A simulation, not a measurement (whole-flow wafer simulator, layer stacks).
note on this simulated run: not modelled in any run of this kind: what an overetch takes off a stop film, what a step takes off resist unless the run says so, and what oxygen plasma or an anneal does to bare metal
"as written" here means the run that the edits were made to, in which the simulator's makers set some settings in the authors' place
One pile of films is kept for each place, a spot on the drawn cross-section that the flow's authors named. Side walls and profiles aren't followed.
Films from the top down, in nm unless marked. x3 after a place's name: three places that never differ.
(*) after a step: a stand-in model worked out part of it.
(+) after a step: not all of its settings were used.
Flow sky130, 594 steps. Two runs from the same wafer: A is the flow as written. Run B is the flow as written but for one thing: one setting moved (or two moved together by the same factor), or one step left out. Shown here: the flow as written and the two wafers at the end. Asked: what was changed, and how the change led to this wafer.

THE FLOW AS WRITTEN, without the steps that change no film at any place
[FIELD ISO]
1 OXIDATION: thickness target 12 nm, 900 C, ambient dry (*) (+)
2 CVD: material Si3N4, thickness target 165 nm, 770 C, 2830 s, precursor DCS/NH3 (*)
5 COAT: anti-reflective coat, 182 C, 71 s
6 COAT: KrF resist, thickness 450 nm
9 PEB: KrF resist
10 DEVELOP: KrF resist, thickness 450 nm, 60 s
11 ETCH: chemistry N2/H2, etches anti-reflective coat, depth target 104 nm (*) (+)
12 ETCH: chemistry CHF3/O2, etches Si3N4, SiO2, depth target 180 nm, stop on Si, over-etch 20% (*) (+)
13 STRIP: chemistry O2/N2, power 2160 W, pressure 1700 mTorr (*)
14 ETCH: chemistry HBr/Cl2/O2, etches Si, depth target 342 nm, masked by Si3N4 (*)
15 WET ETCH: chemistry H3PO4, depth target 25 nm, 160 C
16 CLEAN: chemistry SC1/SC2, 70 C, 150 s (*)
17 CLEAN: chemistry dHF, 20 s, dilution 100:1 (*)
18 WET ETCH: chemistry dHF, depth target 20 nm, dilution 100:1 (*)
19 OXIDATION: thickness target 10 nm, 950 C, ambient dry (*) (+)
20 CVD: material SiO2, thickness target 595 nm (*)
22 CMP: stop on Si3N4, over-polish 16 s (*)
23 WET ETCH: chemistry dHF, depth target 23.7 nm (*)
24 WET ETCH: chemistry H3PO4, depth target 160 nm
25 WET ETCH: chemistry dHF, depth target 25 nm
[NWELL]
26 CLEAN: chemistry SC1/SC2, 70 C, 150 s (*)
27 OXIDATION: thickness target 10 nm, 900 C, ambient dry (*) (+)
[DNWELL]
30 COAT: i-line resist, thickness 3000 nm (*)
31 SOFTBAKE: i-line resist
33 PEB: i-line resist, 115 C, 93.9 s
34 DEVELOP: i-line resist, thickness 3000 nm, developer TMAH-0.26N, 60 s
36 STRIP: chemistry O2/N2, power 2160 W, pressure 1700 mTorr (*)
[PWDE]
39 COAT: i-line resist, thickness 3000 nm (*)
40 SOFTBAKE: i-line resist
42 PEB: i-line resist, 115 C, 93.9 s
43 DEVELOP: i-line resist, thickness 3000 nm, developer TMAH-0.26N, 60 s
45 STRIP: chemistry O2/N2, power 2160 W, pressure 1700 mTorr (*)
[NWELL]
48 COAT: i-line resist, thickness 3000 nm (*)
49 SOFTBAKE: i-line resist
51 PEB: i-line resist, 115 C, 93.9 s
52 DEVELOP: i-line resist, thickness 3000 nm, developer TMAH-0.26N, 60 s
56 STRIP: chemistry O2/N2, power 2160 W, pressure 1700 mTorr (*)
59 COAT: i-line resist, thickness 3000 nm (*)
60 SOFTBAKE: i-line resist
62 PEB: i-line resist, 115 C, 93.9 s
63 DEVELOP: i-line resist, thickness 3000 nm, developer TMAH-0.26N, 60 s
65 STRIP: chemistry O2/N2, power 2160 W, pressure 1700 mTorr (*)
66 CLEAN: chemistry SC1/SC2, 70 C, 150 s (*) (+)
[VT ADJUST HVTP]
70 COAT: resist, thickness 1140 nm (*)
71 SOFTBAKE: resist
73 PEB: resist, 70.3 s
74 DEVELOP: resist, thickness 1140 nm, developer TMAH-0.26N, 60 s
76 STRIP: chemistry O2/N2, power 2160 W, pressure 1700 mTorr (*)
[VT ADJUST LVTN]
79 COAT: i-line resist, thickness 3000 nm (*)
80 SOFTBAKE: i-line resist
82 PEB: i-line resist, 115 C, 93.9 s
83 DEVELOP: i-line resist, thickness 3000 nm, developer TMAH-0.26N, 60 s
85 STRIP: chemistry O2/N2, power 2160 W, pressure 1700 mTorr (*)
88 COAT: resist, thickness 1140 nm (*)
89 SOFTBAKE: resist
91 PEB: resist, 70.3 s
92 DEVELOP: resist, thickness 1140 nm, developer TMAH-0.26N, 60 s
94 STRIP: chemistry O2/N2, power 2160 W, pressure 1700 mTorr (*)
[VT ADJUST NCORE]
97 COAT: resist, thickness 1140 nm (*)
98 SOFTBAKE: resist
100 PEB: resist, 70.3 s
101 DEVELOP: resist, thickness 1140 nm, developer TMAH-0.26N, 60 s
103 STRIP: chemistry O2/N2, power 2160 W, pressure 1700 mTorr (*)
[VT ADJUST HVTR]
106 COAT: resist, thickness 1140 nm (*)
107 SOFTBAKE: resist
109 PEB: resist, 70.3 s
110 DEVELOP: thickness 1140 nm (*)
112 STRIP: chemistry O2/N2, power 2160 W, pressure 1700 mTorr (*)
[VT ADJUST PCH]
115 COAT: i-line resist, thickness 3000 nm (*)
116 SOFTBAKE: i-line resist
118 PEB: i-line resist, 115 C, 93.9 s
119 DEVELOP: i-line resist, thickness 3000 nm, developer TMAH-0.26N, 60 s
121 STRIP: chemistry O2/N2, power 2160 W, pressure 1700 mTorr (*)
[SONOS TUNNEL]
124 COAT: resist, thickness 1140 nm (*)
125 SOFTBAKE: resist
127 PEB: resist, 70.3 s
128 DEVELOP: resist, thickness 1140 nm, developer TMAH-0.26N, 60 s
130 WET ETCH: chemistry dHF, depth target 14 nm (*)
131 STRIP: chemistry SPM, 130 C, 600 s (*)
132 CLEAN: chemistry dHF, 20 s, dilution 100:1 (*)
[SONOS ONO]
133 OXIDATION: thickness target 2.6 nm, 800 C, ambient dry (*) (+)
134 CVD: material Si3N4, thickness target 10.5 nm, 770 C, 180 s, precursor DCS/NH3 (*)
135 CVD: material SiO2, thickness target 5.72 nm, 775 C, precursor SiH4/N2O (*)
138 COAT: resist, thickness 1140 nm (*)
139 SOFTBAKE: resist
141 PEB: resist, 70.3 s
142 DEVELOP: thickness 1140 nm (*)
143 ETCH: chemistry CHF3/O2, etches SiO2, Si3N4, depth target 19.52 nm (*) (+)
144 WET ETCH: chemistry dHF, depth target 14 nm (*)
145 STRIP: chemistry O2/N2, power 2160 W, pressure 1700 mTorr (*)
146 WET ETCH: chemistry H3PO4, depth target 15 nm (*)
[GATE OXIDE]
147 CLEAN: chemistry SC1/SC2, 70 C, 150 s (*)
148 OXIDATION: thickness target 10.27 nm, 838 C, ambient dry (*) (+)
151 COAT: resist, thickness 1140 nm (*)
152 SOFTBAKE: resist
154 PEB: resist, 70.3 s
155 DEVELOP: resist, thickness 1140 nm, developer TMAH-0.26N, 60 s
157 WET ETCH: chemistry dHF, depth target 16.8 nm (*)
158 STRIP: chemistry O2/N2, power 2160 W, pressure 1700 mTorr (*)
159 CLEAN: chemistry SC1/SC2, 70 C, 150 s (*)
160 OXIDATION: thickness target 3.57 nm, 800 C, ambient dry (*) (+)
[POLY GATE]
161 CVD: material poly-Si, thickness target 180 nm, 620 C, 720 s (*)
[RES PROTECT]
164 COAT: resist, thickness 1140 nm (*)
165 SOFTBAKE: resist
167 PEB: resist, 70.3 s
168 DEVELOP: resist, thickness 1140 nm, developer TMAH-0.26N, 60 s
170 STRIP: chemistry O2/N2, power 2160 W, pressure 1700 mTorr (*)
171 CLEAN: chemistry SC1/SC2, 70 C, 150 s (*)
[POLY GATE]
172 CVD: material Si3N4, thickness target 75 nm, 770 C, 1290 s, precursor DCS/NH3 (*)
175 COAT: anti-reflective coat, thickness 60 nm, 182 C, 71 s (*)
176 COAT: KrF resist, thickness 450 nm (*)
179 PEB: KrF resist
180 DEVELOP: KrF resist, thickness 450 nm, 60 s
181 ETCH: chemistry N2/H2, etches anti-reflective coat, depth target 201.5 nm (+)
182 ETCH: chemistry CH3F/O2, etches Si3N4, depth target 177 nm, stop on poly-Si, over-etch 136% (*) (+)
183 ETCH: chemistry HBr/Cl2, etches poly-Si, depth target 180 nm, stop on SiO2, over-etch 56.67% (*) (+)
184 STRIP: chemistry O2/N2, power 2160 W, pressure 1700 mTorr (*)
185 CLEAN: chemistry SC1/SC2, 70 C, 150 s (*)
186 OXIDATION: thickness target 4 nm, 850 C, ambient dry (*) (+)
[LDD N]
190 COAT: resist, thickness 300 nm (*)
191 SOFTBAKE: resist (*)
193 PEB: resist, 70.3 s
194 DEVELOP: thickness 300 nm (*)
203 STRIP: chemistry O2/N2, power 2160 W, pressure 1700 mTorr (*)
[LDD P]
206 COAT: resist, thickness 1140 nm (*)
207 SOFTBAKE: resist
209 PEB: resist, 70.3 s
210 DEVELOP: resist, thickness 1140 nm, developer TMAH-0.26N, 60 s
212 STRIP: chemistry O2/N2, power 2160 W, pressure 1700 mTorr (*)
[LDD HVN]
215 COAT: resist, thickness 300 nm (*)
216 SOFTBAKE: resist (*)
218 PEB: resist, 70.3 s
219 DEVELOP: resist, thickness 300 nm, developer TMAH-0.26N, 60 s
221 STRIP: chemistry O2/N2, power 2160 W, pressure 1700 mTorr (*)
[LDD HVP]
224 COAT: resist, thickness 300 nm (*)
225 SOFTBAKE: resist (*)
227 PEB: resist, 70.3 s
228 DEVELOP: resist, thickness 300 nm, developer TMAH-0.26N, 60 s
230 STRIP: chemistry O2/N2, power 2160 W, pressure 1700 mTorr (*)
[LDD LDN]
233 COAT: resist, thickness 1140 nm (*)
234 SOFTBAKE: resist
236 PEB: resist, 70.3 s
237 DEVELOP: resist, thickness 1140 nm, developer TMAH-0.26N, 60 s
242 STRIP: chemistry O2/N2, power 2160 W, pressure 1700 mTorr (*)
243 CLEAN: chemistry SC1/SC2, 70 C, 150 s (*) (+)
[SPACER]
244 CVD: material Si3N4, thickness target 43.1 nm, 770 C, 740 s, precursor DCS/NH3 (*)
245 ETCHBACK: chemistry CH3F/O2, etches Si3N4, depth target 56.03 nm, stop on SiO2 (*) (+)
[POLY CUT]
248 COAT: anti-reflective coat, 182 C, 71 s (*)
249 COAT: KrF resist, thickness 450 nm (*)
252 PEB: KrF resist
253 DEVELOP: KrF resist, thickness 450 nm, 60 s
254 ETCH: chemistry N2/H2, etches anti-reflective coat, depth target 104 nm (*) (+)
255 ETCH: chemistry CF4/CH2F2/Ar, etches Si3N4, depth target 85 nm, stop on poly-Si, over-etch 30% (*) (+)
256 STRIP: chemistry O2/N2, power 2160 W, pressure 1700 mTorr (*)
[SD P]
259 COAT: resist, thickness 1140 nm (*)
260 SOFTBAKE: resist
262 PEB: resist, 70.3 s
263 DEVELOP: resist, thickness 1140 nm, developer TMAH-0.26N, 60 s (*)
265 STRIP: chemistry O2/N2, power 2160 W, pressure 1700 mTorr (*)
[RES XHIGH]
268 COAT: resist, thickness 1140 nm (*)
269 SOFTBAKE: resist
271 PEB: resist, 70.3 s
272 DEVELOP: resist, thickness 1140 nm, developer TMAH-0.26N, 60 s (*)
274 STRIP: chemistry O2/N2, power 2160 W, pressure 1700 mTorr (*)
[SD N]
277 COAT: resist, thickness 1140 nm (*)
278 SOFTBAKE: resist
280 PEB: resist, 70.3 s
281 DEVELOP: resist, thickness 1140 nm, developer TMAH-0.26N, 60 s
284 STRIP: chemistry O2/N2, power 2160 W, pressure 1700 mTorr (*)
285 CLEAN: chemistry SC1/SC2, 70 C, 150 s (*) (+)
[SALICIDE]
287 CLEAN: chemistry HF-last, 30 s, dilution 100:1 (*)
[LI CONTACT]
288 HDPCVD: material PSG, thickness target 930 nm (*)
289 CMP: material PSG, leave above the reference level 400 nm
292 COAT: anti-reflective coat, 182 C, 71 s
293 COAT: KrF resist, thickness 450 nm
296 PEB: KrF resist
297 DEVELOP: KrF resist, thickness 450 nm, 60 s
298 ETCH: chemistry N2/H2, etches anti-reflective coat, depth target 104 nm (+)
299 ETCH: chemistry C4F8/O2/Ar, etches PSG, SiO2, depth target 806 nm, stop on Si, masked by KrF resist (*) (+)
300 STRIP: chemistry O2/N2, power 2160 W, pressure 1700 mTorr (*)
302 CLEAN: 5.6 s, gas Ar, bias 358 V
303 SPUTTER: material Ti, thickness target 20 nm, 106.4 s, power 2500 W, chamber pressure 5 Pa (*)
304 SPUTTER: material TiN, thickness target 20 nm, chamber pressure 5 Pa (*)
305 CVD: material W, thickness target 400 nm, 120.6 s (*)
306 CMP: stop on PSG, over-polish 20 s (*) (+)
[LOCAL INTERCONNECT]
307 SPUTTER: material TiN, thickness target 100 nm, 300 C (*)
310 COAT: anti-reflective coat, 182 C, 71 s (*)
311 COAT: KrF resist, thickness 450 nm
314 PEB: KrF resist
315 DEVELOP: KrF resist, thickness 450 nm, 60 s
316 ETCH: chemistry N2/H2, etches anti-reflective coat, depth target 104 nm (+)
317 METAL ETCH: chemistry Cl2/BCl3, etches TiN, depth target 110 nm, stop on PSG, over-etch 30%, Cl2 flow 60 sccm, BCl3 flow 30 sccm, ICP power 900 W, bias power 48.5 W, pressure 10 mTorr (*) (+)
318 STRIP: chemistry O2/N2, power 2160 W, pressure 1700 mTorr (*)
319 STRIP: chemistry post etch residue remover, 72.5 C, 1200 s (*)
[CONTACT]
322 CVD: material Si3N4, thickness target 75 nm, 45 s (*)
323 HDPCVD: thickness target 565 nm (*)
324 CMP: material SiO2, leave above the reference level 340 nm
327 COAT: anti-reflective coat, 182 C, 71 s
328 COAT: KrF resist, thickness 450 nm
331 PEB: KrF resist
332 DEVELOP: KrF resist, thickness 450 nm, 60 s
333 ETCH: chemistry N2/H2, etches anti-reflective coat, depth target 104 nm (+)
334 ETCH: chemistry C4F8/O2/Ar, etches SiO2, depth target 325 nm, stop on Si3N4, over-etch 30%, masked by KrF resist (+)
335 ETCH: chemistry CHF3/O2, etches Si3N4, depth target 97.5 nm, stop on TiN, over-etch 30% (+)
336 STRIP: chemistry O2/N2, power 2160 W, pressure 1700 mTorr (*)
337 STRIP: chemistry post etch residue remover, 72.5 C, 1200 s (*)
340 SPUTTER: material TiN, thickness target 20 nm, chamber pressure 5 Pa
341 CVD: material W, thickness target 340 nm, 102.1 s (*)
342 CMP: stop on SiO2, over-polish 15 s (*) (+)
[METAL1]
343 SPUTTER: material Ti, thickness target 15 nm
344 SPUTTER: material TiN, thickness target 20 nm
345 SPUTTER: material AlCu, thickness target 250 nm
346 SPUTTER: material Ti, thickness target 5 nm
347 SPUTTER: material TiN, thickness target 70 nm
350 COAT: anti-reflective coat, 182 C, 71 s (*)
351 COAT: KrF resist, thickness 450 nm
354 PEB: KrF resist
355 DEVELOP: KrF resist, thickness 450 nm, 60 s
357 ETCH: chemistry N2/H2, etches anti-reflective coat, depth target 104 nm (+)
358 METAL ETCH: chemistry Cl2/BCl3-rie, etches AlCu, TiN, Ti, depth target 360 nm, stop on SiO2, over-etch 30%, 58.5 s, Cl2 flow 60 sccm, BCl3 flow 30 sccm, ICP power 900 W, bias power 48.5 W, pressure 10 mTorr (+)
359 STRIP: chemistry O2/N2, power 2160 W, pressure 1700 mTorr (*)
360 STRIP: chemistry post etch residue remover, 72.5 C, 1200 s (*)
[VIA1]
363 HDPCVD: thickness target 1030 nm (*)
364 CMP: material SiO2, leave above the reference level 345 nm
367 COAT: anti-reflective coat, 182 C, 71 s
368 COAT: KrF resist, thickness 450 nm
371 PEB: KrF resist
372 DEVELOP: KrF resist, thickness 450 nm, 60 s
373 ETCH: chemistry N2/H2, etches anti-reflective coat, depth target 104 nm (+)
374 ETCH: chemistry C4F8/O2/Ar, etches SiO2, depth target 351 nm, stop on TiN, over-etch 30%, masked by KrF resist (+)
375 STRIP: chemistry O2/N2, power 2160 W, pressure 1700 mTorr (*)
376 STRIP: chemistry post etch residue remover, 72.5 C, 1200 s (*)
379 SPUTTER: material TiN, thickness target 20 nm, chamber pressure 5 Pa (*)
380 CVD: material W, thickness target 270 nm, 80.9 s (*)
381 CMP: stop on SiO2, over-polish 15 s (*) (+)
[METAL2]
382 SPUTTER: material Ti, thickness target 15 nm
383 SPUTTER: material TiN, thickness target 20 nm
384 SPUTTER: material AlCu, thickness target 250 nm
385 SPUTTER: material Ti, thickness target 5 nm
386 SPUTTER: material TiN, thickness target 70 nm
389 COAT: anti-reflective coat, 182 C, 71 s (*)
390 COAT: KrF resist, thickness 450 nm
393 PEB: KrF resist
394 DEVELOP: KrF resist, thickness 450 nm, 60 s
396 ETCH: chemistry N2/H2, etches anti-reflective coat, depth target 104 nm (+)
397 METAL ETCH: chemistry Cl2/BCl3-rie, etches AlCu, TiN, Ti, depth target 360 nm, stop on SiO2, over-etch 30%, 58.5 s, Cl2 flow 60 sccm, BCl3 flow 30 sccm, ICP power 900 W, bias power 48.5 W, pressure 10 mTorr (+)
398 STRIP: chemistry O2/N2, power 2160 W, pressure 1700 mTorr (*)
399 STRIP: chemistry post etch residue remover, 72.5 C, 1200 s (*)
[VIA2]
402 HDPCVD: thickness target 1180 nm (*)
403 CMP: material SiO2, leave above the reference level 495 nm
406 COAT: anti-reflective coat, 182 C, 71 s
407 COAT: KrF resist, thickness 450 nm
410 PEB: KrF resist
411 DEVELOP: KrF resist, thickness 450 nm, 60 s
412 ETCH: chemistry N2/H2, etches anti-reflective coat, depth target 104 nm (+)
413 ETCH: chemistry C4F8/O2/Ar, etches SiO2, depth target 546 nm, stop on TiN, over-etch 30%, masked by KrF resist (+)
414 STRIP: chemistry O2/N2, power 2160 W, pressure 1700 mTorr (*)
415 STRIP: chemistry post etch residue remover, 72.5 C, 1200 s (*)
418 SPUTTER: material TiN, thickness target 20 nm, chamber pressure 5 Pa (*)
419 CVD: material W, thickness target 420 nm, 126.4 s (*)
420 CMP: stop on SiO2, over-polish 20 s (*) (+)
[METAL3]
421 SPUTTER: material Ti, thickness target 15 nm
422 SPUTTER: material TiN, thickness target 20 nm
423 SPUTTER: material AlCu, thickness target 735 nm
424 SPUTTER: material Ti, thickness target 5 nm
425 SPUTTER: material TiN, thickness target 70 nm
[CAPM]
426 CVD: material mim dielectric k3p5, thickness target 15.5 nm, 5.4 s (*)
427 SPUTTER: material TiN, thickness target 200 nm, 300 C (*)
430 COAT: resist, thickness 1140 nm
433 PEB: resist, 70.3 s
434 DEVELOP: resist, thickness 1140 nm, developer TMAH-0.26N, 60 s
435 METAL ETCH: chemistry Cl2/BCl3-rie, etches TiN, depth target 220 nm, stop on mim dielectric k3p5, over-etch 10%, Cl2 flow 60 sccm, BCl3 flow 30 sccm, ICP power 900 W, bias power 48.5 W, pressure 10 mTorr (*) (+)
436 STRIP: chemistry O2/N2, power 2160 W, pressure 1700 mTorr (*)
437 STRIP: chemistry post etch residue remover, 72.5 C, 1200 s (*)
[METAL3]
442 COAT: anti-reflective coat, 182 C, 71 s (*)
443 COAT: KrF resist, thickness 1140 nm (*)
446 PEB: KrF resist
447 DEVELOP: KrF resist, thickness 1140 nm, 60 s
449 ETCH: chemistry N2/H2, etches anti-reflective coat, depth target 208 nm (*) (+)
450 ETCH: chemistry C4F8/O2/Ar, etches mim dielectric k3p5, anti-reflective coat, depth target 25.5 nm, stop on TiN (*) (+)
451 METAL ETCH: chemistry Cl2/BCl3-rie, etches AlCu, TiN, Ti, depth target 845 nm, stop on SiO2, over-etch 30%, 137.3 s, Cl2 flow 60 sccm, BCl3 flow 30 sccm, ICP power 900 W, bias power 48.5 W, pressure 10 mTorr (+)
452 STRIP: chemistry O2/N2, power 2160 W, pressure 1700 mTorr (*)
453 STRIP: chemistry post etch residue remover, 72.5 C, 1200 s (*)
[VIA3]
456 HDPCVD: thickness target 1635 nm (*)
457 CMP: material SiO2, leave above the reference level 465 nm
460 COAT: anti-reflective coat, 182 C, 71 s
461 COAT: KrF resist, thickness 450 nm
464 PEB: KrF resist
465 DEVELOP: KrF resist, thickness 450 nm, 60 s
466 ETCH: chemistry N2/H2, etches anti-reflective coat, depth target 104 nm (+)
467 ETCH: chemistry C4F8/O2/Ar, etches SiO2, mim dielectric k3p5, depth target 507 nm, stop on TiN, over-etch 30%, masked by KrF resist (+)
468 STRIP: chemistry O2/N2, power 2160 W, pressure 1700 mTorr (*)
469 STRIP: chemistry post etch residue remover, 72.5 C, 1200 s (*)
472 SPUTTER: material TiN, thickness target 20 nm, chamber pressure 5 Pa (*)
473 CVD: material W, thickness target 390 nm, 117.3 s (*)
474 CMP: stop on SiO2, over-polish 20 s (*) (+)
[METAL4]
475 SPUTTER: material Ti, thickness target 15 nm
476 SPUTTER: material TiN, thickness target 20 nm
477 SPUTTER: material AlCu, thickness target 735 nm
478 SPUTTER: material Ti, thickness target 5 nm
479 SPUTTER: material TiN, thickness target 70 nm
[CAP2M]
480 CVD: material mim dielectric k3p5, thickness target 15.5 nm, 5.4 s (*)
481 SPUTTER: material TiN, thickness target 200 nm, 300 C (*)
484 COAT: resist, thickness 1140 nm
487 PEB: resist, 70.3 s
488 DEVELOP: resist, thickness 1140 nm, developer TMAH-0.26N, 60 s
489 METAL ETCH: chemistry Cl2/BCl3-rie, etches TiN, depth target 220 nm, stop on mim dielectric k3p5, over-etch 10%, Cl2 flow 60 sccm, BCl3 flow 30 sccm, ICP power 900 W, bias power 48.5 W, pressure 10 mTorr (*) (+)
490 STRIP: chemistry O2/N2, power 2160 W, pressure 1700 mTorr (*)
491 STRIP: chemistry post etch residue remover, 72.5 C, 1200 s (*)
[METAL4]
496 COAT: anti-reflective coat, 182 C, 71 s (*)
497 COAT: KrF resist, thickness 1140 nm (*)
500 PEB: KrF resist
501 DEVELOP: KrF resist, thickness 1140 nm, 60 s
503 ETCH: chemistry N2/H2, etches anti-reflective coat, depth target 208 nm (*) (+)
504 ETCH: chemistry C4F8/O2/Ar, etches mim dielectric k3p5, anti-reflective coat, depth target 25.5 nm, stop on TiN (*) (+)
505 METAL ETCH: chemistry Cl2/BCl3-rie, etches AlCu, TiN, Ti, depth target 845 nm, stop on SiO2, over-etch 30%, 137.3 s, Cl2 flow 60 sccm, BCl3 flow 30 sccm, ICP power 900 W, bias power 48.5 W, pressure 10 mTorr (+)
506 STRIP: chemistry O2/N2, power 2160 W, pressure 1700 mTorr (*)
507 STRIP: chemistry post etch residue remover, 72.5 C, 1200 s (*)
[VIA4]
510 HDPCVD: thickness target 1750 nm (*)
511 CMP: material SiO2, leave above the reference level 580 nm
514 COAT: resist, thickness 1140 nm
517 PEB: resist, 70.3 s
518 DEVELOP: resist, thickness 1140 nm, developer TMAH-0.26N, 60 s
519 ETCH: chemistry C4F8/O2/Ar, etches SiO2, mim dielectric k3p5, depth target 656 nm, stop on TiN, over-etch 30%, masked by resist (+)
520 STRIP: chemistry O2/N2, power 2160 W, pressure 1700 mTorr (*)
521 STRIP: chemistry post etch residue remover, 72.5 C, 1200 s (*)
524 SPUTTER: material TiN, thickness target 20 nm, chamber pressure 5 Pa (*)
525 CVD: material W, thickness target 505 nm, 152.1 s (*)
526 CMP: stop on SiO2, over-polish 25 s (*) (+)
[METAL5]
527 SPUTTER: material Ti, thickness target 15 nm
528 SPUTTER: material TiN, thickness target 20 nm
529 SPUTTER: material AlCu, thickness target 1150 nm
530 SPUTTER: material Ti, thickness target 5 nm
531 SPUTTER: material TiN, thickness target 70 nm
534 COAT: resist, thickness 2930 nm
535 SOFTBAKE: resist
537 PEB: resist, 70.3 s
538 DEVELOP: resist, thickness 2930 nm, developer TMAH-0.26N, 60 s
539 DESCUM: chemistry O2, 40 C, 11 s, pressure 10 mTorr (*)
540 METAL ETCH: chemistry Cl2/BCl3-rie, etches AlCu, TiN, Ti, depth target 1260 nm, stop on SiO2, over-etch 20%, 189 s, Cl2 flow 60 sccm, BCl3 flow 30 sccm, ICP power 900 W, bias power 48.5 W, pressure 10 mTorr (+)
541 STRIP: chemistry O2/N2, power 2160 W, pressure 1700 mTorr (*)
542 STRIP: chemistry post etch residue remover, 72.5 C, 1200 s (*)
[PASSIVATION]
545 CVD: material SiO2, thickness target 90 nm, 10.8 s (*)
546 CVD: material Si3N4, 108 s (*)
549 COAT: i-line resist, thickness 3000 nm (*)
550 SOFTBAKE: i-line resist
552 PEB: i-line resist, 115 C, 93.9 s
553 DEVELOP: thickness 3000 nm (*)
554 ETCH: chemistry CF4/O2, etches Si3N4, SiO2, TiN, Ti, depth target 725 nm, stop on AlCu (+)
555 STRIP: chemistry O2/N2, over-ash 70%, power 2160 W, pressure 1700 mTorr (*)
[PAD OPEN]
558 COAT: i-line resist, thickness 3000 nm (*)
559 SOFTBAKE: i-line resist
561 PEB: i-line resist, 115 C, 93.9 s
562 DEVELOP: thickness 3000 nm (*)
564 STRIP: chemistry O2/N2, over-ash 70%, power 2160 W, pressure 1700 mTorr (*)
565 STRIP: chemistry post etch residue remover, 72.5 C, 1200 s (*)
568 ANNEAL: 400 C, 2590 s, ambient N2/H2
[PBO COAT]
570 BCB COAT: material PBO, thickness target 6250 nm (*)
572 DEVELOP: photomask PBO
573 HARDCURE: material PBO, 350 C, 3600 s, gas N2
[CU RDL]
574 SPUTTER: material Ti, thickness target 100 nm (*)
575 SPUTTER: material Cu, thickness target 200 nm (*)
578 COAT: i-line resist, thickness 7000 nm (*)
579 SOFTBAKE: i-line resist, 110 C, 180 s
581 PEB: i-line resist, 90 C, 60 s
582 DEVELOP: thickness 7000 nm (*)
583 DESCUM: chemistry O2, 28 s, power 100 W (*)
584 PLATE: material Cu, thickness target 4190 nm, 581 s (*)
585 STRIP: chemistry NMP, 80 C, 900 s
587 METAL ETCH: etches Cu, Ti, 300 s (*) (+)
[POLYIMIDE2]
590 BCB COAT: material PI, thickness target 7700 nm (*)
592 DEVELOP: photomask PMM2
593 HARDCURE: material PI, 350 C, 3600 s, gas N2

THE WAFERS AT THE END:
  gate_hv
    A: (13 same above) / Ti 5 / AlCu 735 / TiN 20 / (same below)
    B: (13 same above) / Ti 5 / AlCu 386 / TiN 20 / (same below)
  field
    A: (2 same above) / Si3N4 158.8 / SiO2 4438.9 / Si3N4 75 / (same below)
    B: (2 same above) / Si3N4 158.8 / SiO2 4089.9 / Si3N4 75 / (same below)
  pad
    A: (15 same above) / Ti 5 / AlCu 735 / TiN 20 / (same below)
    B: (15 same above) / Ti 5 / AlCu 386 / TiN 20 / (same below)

The cause: step 423, SPUTTER: thickness target 386 nm was run, where the flow has thickness target 735 nm.
It can be read off the wafer: gate_hv has AlCu 386, and step 423 as written asks for 735 nm.

How the change led to this, step by step:
  423 SPUTTER: material AlCu, thickness target 735 nm
      field, active, n_well and 188 more: A AlCu +735 (new film) | B AlCu +386 (new film)
  451 METAL ETCH: chemistry Cl2/BCl3-rie, etches AlCu, TiN, Ti, depth target 845 nm, stop on SiO2, over-etch 30%, 137.3 s, Cl2 flow 60 sccm, BCl3 flow 30 sccm, ICP power 900 W, bias power 48.5 W, pressure 10 mTorr (+)
      field, gate, spacer and 65 more: A TiN -70 (all of it), Ti -5 (all of it), AlCu -735 (all of it), TiN -20 (all of it), Ti -15 (all of it), SiO2 -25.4 | B TiN -70 (all of it), Ti -5 (all of it), AlCu -386 (all of it), TiN -20 (all of it), Ti -15 (all of it), SiO2 -60.2
      active, vpp_ln, vpp_iso2 and 11 more: A TiN -70 (all of it), Ti -5 (all of it), AlCu -735 (all of it), TiN -20 (all of it), Ti -15 (all of it), SiO2 -25.3 | B TiN -70 (all of it), Ti -5 (all of it), AlCu -386 (all of it), TiN -20 (all of it), Ti -15 (all of it), SiO2 -60.2
      (and at 3 more places)
  457 CMP: material SiO2, leave above the reference level 465 nm
      field, active, gate and 82 more: A SiO2 -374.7 | B SiO2 -688.8
